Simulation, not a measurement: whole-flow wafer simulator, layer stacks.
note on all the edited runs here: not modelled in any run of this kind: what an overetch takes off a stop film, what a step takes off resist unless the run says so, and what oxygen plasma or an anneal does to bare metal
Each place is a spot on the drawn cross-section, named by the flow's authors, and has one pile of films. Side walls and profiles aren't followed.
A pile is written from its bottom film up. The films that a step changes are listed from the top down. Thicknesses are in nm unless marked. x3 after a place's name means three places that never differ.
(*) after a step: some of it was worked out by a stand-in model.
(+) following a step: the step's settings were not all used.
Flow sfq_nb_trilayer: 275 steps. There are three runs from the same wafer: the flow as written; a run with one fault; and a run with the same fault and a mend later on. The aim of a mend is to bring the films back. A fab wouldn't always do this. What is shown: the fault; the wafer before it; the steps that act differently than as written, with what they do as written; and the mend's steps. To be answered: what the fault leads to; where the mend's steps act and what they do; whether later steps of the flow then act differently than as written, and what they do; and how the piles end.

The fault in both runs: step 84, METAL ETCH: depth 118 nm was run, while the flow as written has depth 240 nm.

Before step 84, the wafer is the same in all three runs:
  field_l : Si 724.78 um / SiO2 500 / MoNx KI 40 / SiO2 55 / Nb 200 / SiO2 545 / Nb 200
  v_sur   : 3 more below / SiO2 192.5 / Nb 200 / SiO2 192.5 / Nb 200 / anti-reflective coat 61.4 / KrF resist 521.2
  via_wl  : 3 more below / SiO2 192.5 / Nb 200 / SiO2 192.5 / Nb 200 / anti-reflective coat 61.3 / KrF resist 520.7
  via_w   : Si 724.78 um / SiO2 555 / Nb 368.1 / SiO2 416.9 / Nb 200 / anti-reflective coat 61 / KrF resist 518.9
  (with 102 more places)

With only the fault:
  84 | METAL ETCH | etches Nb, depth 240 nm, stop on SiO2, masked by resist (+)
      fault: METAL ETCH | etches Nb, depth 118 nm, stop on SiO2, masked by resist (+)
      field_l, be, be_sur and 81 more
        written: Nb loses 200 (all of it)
        fault: Nb loses 118
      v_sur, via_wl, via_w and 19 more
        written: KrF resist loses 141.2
        fault: KrF resist loses 69.4
  Steps later in the flow that act otherwise than as written:
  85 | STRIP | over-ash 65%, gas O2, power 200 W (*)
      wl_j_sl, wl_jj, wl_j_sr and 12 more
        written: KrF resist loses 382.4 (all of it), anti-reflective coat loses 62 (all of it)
        fault: KrF resist loses 454.1 (all of it), anti-reflective coat loses 62 (all of it)
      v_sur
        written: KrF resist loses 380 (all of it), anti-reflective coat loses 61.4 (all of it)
        fault: KrF resist loses 451.8 (all of it), anti-reflective coat loses 61.4 (all of it)
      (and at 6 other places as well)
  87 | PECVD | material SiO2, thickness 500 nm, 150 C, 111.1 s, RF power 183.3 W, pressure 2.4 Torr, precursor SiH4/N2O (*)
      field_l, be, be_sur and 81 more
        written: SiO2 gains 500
        fault: SiO2 gains 500 (new film)
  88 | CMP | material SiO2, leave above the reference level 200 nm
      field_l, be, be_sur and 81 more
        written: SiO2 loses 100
        fault: SiO2 loses 182
  The piles end different from the flow's at field_l, be, be_sur and 81 more by more than 2% or 0.5 nm, whichever is larger.
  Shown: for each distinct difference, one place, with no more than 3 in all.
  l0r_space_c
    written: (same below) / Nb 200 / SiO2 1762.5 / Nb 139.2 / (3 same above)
    fault: (same below) / Nb 200 / SiO2 585 / Nb 82 / SiO2 1095.5 / Nb 139.2 / (3 same above)
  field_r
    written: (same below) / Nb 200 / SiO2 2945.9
    fault: (same below) / Nb 200 / SiO2 585 / Nb 82 / SiO2 2278.9
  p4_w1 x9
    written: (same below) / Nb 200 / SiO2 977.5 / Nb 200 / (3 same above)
    fault: (same below) / Nb 200 / SiO2 585 / Nb 82 / SiO2 310.5 / Nb 200 / (3 same above)

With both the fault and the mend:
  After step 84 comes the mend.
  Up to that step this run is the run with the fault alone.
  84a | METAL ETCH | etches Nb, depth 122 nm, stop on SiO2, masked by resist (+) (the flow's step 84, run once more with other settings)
      field_l, be, be_sur and 81 more
        Nb loses 82 (all of it)
      v_sur, via_wl, via_w and 19 more
        KrF resist loses 71.8
  Later steps of the flow that are run all act as written at every place that is followed.
  At every place that both follow, the piles at the end match the flow's.
